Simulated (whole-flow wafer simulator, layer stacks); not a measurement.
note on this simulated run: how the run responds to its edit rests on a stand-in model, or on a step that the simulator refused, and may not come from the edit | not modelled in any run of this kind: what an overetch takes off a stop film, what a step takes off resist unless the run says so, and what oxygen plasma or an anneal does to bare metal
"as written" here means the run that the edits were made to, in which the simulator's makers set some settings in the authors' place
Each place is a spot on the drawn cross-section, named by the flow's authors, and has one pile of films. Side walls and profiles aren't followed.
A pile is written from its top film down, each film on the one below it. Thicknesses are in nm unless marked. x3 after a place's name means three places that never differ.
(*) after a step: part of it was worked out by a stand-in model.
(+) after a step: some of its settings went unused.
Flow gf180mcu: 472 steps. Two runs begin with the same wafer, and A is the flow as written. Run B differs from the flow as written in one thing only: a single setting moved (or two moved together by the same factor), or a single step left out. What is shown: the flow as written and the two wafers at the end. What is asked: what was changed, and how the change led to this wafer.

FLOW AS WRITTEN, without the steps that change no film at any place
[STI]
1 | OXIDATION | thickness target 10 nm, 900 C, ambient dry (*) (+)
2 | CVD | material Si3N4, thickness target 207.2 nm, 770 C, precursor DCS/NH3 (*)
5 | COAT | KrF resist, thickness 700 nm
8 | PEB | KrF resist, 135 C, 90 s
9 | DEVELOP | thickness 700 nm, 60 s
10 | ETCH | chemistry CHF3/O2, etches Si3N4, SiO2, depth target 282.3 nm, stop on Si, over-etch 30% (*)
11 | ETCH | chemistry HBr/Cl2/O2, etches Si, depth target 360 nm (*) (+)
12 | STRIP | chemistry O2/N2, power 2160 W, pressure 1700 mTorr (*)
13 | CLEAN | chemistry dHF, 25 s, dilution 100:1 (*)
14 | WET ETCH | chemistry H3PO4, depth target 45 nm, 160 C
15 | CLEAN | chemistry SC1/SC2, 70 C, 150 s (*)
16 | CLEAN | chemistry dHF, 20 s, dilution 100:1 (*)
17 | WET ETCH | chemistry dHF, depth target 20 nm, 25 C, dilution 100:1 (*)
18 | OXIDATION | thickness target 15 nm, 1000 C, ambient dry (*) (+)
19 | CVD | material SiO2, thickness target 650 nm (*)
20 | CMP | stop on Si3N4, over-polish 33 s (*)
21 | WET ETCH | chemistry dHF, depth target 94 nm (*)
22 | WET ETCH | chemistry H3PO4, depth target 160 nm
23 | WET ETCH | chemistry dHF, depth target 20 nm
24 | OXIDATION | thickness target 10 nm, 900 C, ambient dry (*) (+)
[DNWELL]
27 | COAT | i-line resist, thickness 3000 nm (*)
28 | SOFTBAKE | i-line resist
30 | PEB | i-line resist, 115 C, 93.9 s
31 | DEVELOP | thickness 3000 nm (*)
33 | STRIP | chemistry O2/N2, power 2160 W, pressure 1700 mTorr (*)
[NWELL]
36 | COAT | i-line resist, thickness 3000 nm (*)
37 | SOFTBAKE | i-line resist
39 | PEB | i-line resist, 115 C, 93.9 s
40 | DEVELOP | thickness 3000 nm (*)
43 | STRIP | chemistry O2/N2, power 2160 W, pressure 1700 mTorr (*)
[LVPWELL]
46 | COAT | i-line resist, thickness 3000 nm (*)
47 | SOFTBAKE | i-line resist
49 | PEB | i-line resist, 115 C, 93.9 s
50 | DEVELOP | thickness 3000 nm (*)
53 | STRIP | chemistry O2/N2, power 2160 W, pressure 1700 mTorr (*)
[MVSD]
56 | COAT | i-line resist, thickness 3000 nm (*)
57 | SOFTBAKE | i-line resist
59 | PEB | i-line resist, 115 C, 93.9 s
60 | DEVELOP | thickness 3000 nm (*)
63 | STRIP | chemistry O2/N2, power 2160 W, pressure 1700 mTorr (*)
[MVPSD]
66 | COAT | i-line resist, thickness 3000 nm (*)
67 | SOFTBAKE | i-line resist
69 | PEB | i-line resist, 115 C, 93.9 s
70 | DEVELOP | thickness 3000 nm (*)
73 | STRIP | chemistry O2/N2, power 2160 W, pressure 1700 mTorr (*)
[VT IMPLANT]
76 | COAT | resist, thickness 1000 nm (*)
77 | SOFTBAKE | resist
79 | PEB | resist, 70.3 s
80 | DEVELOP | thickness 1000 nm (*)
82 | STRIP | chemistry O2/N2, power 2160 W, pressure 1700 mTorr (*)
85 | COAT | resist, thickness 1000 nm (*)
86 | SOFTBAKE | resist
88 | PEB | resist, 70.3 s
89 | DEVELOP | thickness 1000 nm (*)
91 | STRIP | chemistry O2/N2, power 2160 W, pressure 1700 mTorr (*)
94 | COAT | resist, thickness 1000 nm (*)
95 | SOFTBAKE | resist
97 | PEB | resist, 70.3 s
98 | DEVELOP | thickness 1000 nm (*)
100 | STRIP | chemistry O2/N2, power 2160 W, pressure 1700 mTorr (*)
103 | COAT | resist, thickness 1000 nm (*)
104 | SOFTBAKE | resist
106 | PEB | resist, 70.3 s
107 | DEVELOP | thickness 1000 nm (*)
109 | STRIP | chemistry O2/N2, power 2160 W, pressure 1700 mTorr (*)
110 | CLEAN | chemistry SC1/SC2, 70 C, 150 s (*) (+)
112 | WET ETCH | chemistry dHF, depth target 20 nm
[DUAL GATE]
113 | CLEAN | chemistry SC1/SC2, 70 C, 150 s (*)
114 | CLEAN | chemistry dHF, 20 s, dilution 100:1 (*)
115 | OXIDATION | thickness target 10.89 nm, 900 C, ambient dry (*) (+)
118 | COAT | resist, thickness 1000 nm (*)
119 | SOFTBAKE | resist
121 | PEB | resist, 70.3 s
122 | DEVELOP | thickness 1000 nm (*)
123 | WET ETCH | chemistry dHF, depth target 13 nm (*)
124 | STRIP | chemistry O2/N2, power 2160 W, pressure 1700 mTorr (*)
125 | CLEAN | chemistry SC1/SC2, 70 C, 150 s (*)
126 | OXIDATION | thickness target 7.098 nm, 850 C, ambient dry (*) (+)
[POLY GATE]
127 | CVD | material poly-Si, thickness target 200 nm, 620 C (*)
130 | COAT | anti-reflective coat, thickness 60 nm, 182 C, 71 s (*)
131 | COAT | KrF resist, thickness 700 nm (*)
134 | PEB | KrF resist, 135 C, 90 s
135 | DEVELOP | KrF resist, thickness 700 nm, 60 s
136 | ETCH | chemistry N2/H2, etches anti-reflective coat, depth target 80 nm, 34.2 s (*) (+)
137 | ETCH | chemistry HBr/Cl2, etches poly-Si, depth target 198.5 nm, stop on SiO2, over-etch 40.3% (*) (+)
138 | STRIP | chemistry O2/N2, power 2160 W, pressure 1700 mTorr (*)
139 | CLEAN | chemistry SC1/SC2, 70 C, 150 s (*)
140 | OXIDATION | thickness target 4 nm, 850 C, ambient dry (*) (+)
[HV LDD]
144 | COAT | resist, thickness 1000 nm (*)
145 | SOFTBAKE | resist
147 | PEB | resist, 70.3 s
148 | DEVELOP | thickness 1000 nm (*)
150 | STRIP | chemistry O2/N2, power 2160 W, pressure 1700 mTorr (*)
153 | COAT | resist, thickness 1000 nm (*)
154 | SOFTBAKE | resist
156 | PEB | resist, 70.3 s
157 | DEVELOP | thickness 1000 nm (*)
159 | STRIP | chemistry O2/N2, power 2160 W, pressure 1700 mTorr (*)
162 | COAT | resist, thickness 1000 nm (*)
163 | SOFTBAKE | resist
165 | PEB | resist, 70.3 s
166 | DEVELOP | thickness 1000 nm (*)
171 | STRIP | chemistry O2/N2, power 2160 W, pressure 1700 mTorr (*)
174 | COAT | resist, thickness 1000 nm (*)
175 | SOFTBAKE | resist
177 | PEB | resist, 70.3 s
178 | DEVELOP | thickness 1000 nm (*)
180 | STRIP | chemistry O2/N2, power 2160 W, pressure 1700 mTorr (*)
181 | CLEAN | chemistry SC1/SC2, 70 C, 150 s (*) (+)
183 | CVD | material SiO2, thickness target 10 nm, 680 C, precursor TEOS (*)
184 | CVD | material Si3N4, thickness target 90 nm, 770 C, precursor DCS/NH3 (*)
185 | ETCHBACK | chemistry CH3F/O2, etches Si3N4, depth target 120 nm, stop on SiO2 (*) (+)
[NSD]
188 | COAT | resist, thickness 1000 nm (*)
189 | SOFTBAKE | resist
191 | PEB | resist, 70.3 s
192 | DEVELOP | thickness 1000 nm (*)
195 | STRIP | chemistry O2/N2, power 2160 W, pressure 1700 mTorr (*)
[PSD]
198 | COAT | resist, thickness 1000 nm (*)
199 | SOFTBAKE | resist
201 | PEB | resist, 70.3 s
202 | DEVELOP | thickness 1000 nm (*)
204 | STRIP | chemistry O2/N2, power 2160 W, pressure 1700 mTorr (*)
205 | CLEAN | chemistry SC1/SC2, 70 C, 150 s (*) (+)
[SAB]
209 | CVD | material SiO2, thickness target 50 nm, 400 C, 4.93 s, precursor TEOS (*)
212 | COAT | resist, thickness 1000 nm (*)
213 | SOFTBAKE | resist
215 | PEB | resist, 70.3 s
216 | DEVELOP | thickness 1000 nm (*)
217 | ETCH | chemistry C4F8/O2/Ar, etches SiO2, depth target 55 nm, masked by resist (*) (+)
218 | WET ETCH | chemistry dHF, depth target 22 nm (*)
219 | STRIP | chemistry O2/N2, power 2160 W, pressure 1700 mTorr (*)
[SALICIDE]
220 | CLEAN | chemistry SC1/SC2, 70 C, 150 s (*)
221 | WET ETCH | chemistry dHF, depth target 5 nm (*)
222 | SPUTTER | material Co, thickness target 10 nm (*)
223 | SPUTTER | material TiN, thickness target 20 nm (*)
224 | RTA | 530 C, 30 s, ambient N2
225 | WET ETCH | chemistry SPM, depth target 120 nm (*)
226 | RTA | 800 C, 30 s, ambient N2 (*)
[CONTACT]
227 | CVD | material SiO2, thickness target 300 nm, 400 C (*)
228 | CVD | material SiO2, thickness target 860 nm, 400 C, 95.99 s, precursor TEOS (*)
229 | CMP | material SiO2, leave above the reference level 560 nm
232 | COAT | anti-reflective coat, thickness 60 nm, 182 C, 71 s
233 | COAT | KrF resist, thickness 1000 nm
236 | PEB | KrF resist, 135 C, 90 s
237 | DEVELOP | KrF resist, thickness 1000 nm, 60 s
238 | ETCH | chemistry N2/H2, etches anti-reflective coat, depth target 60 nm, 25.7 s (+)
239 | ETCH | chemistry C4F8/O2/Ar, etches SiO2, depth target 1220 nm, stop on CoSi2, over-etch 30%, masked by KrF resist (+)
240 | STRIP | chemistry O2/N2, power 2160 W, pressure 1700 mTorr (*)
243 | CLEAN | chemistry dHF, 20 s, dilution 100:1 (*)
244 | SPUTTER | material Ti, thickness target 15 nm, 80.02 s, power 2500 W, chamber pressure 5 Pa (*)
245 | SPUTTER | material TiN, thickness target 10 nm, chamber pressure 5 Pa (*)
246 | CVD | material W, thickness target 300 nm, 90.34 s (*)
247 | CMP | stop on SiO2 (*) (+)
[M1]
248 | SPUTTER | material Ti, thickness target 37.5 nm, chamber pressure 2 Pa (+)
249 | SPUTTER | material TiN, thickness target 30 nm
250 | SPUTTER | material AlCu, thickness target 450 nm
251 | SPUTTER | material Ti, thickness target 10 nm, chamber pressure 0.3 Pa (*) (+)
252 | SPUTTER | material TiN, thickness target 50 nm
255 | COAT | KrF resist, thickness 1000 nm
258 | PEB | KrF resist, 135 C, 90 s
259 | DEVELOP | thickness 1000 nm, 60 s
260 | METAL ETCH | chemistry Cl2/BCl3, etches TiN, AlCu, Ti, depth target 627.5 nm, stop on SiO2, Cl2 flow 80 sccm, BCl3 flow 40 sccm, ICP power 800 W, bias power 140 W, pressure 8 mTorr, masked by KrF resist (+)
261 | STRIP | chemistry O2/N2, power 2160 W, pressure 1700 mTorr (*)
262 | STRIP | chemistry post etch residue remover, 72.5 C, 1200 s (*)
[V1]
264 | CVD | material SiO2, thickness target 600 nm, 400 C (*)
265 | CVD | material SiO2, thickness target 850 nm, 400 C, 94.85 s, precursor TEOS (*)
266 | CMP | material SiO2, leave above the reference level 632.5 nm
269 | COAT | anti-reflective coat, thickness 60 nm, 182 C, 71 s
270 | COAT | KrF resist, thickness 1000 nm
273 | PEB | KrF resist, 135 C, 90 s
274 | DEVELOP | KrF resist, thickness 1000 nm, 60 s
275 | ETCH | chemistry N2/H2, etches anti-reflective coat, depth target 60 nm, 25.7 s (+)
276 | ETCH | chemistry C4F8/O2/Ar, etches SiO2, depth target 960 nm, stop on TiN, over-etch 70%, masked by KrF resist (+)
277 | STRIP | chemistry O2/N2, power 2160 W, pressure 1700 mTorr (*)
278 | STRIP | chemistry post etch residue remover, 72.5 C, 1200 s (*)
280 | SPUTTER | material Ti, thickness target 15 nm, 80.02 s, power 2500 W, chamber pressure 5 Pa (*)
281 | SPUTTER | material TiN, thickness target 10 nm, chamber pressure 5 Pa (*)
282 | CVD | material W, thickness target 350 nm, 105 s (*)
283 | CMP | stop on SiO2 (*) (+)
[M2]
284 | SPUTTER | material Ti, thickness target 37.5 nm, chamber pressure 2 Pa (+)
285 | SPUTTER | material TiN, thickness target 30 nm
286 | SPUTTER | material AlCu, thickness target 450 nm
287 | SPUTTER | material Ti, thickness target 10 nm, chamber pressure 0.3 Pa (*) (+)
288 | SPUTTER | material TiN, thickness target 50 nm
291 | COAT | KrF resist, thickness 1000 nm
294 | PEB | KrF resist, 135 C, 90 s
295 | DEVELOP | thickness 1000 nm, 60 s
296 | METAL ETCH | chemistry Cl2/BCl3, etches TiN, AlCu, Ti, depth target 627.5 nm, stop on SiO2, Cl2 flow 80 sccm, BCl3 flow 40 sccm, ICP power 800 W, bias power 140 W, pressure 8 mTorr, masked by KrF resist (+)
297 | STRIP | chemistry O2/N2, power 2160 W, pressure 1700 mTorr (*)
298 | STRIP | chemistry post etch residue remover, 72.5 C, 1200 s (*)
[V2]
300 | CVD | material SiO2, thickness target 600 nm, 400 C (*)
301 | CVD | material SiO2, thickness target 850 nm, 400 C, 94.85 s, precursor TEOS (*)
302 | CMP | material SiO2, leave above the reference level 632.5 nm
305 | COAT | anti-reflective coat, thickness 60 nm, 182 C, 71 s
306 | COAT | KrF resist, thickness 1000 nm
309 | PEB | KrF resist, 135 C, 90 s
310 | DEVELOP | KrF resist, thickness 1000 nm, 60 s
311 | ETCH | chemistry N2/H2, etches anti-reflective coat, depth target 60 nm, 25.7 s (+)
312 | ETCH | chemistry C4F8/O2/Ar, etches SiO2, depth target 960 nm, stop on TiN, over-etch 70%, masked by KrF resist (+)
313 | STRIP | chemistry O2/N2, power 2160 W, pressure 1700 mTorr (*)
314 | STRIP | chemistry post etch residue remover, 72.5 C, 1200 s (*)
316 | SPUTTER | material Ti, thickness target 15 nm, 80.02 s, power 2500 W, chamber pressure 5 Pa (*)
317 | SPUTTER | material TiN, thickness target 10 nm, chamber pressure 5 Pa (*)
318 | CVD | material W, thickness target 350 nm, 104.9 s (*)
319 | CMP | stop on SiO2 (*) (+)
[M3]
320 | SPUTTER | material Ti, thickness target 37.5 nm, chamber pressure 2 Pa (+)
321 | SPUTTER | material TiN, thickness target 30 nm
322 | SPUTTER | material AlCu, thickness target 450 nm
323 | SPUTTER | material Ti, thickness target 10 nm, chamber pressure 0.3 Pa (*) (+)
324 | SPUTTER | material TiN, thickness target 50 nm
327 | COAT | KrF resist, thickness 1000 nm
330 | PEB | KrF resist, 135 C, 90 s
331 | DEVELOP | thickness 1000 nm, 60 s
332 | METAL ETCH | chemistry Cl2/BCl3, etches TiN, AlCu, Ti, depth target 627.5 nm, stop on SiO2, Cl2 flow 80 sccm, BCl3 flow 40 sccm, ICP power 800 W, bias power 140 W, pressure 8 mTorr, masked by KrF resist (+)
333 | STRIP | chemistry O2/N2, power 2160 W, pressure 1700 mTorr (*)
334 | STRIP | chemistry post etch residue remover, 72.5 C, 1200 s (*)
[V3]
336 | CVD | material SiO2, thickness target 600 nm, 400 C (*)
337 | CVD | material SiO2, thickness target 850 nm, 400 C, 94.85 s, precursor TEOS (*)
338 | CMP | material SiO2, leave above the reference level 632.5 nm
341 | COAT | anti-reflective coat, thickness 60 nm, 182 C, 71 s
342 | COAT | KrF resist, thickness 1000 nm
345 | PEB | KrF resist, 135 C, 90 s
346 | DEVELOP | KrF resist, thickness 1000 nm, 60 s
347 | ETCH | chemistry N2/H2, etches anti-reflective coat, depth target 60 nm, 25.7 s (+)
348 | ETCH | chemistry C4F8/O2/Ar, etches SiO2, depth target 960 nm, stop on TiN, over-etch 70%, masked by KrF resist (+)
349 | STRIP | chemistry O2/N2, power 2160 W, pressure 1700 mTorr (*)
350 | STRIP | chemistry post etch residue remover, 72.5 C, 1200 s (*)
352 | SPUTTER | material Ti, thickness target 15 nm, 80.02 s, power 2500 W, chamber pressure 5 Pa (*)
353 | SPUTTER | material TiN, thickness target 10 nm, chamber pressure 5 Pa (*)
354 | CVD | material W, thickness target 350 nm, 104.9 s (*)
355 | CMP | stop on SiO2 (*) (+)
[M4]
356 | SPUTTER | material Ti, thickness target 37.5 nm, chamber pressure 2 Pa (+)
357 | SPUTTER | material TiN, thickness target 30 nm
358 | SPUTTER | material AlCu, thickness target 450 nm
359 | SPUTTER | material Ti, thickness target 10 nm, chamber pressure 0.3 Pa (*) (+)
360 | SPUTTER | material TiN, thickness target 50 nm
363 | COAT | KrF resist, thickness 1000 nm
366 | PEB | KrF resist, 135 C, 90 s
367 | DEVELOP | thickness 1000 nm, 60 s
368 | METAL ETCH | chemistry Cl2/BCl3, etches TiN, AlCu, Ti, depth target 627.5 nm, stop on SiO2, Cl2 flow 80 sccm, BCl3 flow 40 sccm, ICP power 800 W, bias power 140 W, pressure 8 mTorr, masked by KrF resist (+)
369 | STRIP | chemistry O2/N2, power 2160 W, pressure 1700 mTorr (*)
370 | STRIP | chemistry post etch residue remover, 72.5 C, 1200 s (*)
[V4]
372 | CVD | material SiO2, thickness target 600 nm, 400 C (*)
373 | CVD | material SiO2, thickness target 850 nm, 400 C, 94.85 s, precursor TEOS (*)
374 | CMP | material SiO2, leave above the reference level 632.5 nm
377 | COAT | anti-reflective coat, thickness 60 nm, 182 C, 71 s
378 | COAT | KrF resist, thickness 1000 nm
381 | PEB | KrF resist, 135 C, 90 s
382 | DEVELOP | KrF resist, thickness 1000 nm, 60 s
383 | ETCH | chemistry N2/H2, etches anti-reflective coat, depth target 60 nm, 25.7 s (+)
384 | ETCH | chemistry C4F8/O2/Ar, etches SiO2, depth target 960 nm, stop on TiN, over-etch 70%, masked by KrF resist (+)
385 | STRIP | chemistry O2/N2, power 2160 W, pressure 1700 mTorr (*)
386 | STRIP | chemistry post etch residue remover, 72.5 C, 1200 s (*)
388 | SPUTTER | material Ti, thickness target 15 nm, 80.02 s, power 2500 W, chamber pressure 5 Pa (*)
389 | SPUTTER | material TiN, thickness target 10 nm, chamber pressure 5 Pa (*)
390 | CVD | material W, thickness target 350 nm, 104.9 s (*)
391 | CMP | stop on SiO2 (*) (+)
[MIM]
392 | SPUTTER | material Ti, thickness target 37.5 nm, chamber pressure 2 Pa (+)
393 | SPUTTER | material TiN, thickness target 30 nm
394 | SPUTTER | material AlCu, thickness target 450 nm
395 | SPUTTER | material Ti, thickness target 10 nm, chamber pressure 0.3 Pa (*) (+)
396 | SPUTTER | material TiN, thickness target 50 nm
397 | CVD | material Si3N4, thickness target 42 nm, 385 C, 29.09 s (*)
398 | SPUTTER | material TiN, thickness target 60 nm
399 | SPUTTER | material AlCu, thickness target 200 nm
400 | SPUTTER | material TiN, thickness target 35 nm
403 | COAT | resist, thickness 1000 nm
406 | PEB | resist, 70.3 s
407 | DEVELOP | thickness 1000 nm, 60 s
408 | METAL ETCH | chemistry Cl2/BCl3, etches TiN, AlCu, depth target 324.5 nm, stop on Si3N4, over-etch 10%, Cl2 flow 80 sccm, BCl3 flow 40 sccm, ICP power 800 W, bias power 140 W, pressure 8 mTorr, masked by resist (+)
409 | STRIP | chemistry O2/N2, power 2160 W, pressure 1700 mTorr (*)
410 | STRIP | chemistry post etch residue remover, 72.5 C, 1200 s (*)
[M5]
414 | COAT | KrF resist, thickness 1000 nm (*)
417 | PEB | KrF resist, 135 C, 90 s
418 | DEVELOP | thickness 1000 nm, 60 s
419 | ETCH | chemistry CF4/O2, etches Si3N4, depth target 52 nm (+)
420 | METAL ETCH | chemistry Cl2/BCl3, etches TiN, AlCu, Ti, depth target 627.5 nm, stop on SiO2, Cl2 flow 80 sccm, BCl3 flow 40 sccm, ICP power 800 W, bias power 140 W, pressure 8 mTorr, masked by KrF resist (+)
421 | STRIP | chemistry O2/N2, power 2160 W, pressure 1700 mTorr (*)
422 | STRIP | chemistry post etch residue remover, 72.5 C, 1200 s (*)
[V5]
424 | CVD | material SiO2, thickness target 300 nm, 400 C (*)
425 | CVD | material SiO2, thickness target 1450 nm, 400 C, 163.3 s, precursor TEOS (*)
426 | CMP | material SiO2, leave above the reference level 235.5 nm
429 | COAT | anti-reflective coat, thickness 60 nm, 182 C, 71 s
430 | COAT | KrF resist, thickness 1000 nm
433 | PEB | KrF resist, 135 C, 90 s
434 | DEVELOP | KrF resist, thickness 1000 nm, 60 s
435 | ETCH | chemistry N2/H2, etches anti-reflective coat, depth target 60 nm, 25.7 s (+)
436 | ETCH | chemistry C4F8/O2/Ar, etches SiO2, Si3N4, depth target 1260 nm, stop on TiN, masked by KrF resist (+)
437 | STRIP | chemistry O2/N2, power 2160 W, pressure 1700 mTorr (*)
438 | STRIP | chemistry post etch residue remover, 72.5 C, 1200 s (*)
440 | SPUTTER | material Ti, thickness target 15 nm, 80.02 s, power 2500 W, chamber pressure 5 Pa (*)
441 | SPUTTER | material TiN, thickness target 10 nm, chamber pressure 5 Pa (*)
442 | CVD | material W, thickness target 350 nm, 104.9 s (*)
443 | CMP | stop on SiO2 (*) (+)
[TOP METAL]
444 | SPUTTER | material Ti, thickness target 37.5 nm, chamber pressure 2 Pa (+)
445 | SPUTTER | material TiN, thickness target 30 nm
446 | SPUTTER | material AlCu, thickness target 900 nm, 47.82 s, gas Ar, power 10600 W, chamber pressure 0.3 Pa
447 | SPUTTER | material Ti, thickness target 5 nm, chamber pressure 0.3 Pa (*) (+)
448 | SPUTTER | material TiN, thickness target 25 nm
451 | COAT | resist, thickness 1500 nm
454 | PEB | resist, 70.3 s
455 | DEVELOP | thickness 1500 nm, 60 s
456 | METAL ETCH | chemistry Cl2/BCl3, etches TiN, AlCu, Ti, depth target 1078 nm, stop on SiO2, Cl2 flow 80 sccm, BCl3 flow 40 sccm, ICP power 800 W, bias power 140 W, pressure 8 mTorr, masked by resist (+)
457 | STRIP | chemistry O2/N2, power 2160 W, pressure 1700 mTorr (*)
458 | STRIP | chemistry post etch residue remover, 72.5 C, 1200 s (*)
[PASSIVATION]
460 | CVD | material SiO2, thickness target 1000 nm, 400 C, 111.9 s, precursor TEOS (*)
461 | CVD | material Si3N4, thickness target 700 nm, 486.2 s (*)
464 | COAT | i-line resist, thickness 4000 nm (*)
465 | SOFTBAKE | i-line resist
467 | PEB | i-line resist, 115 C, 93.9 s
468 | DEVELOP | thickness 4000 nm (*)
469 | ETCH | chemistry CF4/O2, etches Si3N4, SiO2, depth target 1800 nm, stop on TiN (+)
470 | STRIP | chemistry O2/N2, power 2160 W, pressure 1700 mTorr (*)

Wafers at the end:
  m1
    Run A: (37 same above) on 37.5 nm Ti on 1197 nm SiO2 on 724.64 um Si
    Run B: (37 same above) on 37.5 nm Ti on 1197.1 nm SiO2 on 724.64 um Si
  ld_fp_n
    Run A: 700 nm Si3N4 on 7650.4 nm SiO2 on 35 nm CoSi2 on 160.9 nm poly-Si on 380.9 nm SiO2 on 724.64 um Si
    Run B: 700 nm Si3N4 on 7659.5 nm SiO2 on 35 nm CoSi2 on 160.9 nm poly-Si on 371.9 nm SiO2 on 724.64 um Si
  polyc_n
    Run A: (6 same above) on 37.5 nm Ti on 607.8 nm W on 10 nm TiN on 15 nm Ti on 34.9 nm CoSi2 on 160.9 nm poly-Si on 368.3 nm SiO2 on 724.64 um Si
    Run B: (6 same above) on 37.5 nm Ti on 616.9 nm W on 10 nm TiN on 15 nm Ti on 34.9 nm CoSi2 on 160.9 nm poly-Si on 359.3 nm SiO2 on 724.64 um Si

The reason: step 23, WET ETCH: depth target 27 nm was run, though the flow has depth target 20 nm.

The path from the change to this, step by step:
  23 | WET ETCH | chemistry dHF, depth target 20 nm
      field, field_sub, sti and 34 more: A -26 SiO2 | B -35.1 SiO2
  28 | SOFTBAKE | i-line resist
      ldn_fp, ldn_drn: A +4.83 i-line resist | B +3.75 i-line resist
      field: A +2.45 i-line resist | B +1.8 i-line resist
      (and at 30 other places as well)
  37 | SOFTBAKE | i-line resist
      ldn_fp, ldn_drn: A +4.83 i-line resist | B +3.75 i-line resist
      field: A +2.45 i-line resist | B +1.8 i-line resist
      (and at 30 other places as well)
  47 | SOFTBAKE | i-line resist
      ldn_fp, ldn_drn: A +4.83 i-line resist | B +3.75 i-line resist
      field: A +2.45 i-line resist | B +1.8 i-line resist
      (and at 30 other places as well)
  57 | SOFTBAKE | i-line resist
      ldn_fp, ldn_drn: A +4.83 i-line resist | B +3.75 i-line resist
      field: A +2.45 i-line resist | B +1.8 i-line resist
      (and at 30 other places as well)
  67 | SOFTBAKE | i-line resist
      ldn_fp, ldn_drn: A +4.83 i-line resist | B +3.75 i-line resist
      field: A +2.45 i-line resist | B +1.8 i-line resist
      (and at 30 other places as well)
  130 | COAT | anti-reflective coat, thickness 60 nm, 182 C, 71 s (*)
      p_well, spacer, sd_n: A +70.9 anti-reflective coat (new film) | B +62.2 anti-reflective coat (new film)
      ldn_ch, ldp_ch: A +66.7 anti-reflective coat (new film) | B +63.6 anti-reflective coat (new film)
      (and at 69 other places as well)
  136 | ETCH | chemistry N2/H2, etches anti-reflective coat, depth target 80 nm, 34.2 s (*) (+)
      p_well, spacer, sd_n: A -70.9 anti-reflective coat (all of it), -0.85 poly-Si | B -62.2 anti-reflective coat (all of it), -1.07 poly-Si
      field__w1: A -50.8 anti-reflective coat (all of it), -1.37 poly-Si | B -54.8 anti-reflective coat (all of it), -1.26 poly-Si
      (and at 49 other places as well)
  138 | STRIP | chemistry O2/N2, power 2160 W, pressure 1700 mTorr (*)
      gate: A +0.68 chemical SiO2 (new film), -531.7 KrF resist (all of it), -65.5 anti-reflective coat (all of it), -0.3 poly-Si | B +0.69 chemical SiO2 (new film), -530.8 KrF resist (all of it), -61.5 anti-reflective coat (all of it), -0.3 poly-Si
      gate_hv: A +0.68 chemical SiO2 (new film), -528.4 KrF resist (all of it), -61 anti-reflective coat (all of it), -0.3 poly-Si | B +0.69 chemical SiO2 (new film), -526.2 KrF resist (all of it), -59.6 anti-reflective coat (all of it), -0.3 poly-Si
      (and at 19 other places as well)
  145 | SOFTBAKE | resist
      field: A -0.3 resist | B +2.76 resist
      gate_p_hv: A -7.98 resist | B -8.52 resist
  154 | SOFTBAKE | resist
      field: A -0.3 resist | B +2.76 resist
      gate_p_hv: A -7.98 resist | B -8.52 resist
  163 | SOFTBAKE | resist
      field: A -0.3 resist | B +2.76 resist
      gate_p_hv: A -7.98 resist | B -8.52 resist
  175 | SOFTBAKE | resist
      field: A -0.3 resist | B +2.76 resist
      gate_p_hv: A -7.98 resist | B -8.52 resist
  189 | SOFTBAKE | resist
      active_hv: A +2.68 resist | B -0.61 resist
      nw_enc_fld_lv__w3: A +2.11 resist | B -1.68 resist
  199 | SOFTBAKE | resist
      active_hv: A +2.68 resist | B -0.61 resist
      nw_enc_fld_lv__w3: A +2.11 resist | B -1.68 resist
  213 | SOFTBAKE | resist
      nw_enc_fld_lv__w3: A +1.83 resist | B -1.94 resist
      gate_p_hv: A -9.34 resist | B -9.85 resist
  ... another 3 steps ...
  229 | CMP | material SiO2, leave above the reference level 560 nm
      ldn_sep__w1, ldn_sep__w2, ldn_dft and 8 more: A -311 SiO2 | B -301.9 SiO2
      sti, mim_1p0, pad, dice_street, iso_nw_fld, iso_fld_sub: A -296.8 SiO2 | B -287.8 SiO2
      (and at 38 other places as well)
